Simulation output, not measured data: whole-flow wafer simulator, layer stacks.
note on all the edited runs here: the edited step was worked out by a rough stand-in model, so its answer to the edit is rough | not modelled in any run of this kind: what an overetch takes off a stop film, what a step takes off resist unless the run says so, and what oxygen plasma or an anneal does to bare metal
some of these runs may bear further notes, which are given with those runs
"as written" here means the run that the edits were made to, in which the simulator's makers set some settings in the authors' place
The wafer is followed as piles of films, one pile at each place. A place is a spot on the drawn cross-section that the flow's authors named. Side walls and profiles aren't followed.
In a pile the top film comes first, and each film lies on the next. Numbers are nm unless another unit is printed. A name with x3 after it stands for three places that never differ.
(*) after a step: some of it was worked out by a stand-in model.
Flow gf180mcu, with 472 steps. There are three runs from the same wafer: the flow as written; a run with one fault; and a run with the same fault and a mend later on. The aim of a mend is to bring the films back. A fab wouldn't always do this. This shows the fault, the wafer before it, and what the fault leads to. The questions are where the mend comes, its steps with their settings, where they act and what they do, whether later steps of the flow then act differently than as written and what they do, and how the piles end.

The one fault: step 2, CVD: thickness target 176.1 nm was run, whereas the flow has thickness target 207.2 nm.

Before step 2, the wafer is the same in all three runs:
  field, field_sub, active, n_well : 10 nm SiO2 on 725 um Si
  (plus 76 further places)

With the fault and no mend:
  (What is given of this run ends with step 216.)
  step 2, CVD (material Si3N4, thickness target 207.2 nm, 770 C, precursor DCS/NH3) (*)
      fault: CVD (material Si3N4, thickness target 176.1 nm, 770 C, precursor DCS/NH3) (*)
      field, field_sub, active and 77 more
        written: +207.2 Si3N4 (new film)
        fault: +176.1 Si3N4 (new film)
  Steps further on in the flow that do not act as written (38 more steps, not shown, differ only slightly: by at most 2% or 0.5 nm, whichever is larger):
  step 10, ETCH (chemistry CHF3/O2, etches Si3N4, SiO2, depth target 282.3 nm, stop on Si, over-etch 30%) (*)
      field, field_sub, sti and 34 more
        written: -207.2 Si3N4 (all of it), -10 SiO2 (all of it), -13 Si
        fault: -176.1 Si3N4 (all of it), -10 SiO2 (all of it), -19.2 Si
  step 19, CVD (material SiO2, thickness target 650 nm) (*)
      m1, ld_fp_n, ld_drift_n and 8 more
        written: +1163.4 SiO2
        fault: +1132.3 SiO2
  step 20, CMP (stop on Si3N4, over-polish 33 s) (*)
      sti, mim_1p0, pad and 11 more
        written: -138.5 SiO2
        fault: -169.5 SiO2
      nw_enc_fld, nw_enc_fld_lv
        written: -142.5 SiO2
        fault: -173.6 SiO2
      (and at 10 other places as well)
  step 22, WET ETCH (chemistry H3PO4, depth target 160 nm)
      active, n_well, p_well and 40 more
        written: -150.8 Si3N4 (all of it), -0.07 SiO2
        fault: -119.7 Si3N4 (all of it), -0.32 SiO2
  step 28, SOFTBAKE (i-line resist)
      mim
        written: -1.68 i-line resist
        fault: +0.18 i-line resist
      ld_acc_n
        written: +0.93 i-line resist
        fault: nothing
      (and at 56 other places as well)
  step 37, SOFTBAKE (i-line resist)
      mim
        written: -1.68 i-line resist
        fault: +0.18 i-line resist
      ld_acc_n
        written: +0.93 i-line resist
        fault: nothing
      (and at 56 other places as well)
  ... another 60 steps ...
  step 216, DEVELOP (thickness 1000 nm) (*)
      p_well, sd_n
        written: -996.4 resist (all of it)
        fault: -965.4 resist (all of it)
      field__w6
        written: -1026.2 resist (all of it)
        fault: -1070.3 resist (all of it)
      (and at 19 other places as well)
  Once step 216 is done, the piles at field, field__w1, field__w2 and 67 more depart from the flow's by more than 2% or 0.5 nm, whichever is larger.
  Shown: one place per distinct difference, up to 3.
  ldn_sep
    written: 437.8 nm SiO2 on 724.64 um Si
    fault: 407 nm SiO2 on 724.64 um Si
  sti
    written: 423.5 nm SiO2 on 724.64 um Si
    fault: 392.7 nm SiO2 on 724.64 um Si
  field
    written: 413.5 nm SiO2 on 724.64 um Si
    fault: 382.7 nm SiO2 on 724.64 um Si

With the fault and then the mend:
  After step 2 comes the mend.
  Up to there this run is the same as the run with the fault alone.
  step 2a, CVD (material Si3N4, thickness target 31.07 nm, 770 C, precursor DCS/NH3) (*) (the flow's step 2, run once more with other settings)
      field, field_sub, active and 77 more
        +31.1 Si3N4
  Every later step of the flow that is run acts as written at every place that is followed.
  By the end, the piles equal the flow's at every place that both follow.
